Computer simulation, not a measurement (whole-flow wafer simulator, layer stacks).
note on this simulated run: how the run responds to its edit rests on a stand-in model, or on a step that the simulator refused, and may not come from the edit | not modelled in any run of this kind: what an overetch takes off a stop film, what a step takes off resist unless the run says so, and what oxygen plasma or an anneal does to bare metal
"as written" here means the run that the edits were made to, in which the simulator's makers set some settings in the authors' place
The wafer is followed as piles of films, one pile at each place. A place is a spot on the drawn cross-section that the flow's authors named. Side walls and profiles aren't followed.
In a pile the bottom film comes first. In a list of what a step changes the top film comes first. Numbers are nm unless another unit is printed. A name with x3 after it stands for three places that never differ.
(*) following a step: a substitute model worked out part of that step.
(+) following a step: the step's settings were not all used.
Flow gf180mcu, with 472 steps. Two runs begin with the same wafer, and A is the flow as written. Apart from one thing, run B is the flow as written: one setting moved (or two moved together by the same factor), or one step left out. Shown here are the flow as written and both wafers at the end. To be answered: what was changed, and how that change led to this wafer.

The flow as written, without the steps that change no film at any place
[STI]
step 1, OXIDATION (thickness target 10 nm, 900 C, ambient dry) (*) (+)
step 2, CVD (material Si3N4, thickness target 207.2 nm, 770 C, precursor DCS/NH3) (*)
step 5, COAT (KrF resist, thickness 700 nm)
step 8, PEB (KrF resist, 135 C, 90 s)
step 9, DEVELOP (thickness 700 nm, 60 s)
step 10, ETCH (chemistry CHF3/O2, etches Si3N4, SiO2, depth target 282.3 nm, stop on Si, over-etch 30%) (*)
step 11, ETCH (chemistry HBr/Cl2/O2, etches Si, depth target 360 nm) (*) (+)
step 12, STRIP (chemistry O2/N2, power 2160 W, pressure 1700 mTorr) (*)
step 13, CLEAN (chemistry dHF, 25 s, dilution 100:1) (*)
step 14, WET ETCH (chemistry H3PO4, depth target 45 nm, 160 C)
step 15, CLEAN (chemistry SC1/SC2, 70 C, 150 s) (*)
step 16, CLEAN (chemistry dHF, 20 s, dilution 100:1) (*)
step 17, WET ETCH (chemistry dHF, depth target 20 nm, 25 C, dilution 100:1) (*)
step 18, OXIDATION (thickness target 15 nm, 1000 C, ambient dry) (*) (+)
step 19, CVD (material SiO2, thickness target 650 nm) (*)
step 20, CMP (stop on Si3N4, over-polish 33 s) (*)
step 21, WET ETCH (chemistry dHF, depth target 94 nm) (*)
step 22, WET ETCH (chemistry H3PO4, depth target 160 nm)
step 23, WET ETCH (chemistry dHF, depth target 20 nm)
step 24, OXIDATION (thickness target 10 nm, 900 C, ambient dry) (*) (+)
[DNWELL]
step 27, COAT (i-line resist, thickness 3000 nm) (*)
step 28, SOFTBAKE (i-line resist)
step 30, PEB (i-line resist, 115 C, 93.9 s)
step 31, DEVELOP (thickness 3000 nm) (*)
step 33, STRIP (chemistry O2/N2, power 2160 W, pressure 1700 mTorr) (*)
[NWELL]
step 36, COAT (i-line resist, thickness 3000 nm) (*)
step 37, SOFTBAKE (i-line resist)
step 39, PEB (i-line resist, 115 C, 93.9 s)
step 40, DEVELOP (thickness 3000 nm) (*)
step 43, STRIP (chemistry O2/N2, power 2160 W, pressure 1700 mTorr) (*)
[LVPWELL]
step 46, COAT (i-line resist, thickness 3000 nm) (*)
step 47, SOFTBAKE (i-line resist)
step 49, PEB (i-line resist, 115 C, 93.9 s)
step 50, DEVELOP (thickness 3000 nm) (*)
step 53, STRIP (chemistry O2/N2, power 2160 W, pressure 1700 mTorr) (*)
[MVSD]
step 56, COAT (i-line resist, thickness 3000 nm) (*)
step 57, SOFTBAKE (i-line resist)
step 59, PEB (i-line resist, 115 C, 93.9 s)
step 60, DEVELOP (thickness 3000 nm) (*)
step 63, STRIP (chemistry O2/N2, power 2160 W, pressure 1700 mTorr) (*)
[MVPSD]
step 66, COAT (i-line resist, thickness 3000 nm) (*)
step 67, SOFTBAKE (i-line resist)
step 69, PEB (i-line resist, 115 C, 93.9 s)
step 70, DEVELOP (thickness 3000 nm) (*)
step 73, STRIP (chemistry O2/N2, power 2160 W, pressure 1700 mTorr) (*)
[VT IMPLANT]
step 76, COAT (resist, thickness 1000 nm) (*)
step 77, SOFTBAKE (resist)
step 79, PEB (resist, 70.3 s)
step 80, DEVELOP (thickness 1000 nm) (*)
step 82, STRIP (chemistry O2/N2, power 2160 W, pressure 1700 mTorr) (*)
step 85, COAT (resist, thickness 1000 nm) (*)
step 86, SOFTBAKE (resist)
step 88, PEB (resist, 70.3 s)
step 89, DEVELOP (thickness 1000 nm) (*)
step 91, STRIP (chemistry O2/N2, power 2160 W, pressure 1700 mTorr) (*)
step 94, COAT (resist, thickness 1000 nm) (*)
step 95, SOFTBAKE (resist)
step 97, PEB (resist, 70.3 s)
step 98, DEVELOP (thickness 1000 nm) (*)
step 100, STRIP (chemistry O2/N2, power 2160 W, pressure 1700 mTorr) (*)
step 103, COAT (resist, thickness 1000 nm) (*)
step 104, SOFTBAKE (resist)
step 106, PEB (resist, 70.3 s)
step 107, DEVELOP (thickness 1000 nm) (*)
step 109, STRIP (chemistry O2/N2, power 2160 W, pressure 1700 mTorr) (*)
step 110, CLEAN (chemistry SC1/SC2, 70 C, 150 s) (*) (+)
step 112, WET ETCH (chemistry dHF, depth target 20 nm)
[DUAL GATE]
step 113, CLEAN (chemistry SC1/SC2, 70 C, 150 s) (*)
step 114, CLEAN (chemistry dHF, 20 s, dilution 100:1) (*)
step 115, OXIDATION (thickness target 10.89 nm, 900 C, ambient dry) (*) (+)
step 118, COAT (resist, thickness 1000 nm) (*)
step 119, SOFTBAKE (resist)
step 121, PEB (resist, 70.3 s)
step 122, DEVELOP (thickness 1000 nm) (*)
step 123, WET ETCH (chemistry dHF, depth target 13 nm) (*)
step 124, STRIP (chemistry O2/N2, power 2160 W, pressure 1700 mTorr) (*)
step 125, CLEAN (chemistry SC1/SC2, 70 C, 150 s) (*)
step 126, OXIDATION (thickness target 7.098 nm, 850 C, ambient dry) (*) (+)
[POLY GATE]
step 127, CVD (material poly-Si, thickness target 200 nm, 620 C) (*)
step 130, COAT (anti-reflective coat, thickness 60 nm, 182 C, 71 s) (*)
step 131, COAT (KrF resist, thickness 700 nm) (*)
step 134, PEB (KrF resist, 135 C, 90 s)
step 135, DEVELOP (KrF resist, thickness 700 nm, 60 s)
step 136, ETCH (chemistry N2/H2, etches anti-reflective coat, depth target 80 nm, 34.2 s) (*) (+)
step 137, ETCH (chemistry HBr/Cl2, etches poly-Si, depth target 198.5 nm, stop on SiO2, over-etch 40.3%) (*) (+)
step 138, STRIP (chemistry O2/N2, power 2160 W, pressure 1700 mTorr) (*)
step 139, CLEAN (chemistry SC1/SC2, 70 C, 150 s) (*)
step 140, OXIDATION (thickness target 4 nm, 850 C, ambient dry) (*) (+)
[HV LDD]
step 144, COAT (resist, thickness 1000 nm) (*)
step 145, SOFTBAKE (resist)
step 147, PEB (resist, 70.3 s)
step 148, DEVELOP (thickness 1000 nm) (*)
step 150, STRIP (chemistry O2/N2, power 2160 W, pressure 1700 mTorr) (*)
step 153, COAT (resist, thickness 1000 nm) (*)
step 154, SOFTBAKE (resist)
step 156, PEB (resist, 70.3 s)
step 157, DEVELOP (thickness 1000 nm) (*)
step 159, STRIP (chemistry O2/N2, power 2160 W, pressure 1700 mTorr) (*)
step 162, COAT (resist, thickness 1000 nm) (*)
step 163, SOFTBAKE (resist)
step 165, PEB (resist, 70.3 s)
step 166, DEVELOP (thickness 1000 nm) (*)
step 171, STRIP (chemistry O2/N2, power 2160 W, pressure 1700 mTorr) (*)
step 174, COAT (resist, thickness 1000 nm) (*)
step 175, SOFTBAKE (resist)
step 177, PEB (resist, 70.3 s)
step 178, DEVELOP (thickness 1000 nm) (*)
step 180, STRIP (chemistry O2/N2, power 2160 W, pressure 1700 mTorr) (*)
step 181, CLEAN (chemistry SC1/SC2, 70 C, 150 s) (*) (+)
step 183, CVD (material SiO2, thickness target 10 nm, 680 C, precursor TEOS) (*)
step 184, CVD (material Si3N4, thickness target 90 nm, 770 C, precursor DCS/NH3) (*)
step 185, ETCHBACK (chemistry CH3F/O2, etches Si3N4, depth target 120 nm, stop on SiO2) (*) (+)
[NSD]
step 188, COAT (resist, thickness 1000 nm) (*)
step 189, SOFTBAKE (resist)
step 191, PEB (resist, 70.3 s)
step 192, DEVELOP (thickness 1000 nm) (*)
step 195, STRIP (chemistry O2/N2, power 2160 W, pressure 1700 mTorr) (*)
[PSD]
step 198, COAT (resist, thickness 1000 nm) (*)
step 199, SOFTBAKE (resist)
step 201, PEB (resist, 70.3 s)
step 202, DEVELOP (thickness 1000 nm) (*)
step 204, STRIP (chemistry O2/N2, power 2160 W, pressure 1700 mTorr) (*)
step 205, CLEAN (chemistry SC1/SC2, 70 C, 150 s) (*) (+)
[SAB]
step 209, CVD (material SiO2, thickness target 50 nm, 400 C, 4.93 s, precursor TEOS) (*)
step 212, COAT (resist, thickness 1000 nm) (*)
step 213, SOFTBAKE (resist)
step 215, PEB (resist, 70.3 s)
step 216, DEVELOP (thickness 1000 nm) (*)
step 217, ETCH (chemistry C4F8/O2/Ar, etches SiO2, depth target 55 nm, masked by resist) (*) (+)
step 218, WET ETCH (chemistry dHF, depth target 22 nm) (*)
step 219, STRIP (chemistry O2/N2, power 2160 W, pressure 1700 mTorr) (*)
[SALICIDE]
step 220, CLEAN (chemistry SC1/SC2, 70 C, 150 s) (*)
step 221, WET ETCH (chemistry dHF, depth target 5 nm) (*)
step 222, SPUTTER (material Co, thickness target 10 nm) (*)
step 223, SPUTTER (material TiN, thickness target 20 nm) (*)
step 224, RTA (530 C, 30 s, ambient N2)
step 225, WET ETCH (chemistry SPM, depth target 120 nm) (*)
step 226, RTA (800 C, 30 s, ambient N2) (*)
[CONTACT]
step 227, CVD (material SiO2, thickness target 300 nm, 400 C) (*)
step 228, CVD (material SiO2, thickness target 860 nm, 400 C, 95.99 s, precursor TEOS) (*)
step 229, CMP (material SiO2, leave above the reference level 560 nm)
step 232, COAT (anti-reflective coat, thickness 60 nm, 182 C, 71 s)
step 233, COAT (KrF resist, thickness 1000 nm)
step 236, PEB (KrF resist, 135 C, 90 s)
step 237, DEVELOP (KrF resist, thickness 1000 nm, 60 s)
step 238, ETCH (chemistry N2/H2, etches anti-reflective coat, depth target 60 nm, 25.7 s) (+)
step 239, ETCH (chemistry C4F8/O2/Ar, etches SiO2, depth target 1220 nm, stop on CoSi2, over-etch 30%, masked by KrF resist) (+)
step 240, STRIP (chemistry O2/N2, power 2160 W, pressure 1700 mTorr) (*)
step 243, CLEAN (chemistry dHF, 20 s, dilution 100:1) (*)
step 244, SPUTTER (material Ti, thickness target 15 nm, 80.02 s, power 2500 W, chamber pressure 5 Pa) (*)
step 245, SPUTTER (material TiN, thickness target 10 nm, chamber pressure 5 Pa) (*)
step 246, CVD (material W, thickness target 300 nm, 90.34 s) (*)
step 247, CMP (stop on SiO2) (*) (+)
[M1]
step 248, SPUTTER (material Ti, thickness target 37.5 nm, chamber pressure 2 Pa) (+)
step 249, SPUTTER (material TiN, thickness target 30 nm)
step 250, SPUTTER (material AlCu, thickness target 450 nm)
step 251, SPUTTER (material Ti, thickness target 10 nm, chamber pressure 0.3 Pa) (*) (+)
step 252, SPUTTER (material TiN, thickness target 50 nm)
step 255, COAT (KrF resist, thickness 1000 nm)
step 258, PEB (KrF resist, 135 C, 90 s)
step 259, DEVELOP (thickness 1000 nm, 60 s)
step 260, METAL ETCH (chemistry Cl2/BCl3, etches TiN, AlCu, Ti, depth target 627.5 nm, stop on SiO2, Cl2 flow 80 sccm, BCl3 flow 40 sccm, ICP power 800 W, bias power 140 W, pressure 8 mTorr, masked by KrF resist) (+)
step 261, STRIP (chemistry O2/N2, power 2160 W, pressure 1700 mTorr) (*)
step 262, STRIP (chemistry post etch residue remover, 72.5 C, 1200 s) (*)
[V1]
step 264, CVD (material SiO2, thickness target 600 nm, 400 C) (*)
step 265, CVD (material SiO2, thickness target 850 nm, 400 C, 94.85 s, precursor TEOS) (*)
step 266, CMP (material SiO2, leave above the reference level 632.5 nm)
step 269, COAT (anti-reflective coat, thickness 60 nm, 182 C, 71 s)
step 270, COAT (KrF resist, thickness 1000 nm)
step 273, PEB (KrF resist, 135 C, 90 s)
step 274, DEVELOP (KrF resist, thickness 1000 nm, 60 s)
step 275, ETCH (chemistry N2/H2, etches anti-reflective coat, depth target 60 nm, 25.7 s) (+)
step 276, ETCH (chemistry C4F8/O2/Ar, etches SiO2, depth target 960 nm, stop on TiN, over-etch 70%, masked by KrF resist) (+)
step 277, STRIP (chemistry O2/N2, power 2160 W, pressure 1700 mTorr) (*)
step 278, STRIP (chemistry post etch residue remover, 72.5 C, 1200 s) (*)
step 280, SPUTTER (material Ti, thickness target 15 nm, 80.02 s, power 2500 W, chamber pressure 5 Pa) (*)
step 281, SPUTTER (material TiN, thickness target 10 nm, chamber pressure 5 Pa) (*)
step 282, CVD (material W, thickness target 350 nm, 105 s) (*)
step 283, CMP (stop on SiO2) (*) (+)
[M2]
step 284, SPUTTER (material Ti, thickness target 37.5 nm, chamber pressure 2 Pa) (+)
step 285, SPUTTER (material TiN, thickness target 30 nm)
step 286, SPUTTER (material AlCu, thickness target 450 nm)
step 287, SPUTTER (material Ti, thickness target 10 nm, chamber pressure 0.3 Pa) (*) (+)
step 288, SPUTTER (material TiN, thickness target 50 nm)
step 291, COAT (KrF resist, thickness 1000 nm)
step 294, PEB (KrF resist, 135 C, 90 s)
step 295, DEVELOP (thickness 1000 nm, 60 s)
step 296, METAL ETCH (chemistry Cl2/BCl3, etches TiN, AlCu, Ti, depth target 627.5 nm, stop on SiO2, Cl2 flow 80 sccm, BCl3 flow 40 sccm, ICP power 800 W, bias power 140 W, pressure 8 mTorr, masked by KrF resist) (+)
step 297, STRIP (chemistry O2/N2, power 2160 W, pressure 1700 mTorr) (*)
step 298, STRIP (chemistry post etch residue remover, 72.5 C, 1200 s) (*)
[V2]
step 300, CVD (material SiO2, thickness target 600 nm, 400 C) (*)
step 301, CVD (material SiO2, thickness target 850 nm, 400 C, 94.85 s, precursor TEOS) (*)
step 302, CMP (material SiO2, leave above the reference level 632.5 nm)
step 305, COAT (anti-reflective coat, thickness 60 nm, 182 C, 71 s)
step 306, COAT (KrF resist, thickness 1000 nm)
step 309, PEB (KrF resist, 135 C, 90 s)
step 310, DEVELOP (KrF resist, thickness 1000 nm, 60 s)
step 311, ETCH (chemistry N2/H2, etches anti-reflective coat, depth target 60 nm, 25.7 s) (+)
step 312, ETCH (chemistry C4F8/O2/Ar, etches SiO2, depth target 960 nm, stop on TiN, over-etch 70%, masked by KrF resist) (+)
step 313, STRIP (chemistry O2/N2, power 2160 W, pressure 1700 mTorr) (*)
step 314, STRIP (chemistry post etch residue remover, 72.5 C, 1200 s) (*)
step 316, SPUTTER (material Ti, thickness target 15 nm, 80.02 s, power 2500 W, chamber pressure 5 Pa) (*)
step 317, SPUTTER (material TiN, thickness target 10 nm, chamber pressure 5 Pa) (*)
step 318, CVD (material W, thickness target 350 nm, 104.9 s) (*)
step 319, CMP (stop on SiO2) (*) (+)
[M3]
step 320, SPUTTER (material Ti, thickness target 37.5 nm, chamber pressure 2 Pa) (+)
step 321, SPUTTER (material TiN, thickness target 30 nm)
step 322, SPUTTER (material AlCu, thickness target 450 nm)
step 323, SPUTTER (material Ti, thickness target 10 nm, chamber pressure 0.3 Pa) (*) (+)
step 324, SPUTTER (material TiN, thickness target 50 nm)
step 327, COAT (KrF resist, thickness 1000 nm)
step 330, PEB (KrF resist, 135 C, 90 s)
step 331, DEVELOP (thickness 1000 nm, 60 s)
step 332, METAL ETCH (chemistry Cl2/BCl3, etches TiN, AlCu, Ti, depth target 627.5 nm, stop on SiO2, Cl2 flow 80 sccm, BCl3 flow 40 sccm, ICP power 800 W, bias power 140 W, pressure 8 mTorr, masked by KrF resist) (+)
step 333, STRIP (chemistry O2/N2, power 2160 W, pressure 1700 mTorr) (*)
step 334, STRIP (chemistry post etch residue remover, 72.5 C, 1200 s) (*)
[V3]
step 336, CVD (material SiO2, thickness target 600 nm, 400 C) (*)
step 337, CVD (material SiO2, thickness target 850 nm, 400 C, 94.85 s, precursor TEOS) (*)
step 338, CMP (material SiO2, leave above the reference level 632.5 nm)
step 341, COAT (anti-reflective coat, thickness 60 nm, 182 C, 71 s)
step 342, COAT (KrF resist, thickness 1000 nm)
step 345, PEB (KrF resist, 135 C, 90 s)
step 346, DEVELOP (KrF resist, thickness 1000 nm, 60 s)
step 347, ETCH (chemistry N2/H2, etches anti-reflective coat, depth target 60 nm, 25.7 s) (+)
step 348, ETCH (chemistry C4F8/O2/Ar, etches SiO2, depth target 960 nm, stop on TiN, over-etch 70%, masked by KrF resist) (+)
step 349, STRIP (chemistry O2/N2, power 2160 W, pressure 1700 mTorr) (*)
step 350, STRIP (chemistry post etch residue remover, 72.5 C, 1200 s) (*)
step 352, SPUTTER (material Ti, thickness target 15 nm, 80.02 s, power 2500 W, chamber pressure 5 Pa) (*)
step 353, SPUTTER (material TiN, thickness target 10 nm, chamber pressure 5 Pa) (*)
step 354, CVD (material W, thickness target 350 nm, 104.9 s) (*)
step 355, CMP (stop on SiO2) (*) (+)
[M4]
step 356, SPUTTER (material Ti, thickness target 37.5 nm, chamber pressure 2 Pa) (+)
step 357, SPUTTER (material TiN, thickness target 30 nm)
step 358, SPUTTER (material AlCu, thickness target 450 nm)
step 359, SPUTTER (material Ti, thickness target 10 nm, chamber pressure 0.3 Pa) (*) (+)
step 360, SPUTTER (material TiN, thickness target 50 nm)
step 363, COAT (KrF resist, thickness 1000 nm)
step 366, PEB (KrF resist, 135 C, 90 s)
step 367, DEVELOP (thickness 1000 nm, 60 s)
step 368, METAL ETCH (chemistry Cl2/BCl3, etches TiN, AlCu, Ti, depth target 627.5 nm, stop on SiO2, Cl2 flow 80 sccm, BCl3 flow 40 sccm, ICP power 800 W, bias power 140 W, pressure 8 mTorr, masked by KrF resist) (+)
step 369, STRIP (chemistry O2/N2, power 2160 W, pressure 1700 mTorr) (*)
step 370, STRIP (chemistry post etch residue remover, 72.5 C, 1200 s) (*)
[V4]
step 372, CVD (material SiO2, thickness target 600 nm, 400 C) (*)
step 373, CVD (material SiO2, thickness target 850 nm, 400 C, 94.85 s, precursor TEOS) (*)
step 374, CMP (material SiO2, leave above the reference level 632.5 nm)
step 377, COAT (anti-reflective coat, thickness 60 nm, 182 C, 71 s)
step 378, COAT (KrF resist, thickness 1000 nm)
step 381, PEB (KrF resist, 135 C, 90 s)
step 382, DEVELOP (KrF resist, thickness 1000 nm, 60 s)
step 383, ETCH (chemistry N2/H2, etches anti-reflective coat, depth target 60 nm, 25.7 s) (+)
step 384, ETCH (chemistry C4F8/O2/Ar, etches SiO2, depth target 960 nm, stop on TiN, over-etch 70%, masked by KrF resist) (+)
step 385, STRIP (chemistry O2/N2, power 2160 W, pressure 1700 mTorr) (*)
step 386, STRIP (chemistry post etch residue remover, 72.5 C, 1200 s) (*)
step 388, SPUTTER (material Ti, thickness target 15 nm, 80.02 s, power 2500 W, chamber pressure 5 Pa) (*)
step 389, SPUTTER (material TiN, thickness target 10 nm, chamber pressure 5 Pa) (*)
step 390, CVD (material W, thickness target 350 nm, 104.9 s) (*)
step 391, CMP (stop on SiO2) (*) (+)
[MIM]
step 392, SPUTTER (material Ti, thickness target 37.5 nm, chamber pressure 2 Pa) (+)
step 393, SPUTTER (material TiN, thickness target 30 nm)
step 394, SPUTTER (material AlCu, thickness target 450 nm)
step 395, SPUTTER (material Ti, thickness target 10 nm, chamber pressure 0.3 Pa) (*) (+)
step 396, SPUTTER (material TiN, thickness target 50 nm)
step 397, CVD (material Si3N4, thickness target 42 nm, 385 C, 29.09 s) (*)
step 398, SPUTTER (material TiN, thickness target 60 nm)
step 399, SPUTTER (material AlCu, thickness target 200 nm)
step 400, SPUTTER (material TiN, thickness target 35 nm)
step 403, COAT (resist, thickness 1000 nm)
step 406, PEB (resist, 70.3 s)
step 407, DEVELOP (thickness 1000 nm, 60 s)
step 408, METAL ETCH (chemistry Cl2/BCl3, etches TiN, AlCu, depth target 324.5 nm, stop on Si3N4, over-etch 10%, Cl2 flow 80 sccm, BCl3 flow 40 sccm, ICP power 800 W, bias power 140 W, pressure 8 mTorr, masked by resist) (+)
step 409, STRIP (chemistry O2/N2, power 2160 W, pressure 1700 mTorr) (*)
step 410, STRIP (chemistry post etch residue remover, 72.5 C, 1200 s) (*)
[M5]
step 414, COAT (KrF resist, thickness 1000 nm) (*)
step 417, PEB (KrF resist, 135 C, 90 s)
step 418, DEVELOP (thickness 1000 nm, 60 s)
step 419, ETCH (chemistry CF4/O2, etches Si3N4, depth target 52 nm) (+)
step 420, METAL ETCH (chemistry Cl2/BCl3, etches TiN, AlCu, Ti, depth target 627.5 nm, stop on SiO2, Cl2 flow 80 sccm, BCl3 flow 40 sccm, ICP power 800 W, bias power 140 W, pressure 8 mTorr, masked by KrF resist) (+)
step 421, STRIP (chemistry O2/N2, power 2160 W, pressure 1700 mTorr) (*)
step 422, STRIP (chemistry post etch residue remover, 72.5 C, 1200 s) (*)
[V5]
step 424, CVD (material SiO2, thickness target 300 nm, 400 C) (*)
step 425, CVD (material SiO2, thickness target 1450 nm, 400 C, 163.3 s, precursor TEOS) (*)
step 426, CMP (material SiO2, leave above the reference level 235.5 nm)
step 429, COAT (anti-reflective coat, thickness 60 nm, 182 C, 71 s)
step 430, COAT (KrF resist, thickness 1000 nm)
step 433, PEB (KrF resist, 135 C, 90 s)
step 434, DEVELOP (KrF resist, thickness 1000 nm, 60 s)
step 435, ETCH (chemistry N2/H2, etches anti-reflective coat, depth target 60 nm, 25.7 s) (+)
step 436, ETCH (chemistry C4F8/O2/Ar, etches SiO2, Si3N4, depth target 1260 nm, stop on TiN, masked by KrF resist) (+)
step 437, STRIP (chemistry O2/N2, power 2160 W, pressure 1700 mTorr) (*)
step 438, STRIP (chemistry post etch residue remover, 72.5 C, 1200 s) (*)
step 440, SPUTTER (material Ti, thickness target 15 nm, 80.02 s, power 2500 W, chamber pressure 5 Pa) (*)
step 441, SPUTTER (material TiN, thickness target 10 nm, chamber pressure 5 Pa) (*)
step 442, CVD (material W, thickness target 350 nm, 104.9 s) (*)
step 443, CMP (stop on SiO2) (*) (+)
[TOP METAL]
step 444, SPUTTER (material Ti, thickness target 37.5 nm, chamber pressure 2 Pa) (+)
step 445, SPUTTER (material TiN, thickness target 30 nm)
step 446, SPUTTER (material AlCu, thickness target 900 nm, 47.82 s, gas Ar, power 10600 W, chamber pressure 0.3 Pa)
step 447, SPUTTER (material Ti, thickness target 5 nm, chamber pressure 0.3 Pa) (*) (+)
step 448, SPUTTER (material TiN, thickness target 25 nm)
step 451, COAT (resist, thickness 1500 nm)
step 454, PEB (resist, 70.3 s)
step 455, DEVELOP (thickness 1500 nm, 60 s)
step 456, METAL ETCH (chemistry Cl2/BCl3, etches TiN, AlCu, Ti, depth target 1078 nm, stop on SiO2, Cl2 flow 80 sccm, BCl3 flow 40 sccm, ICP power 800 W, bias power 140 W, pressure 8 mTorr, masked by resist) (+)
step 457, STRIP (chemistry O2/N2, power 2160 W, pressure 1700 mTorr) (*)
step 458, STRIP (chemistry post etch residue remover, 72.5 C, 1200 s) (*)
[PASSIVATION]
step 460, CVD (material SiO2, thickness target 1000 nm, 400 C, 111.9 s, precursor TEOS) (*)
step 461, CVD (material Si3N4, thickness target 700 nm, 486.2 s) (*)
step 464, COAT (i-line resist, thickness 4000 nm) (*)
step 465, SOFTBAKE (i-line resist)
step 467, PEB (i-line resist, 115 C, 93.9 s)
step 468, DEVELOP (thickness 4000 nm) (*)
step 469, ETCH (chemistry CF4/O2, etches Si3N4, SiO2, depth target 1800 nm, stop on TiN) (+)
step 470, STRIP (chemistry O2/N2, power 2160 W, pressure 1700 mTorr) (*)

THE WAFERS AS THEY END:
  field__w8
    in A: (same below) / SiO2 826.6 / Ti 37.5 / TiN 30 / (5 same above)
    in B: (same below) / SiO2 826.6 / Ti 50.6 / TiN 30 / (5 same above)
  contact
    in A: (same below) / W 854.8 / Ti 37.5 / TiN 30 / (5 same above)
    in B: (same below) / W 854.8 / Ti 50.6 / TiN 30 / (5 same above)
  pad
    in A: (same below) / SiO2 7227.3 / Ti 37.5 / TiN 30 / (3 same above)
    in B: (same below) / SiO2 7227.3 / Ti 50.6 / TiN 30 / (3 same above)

The reason: step 444, SPUTTER: thickness target 50.6 nm was run, though the flow has thickness target 37.5 nm.
The wafer lets one read it off: field__w8 has Ti 50.6, and step 444 as written asks for 37.5 nm.

How this came from the change, step by step:
  step 444, SPUTTER (material Ti, thickness target 37.5 nm, chamber pressure 2 Pa) (+)
      field, field__w1, field__w2 and 109 more: A +37.5 Ti (new film) | B +50.6 Ti (new film)
  step 456, METAL ETCH (chemistry Cl2/BCl3, etches TiN, AlCu, Ti, depth target 1078 nm, stop on SiO2, Cl2 flow 80 sccm, BCl3 flow 40 sccm, ICP power 800 W, bias power 140 W, pressure 8 mTorr, masked by resist) (+)
      field, field__w1, field__w2 and 103 more: A -25 TiN (all of it), -5 Ti (all of it), -900 AlCu (all of it), -30 TiN (all of it), -37.5 Ti (all of it) | B -25 TiN (all of it), -5 Ti (all of it), -900 AlCu (all of it), -30 TiN (all of it), -50.6 Ti (all of it)
  step 465, SOFTBAKE (i-line resist)
      gate: A +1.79 i-line resist | B -0.27 i-line resist
      ld_acc_p, ld_fp_p, ld_drift_p: A +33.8 i-line resist | B +27.4 i-line resist
      (also at 56 further places)
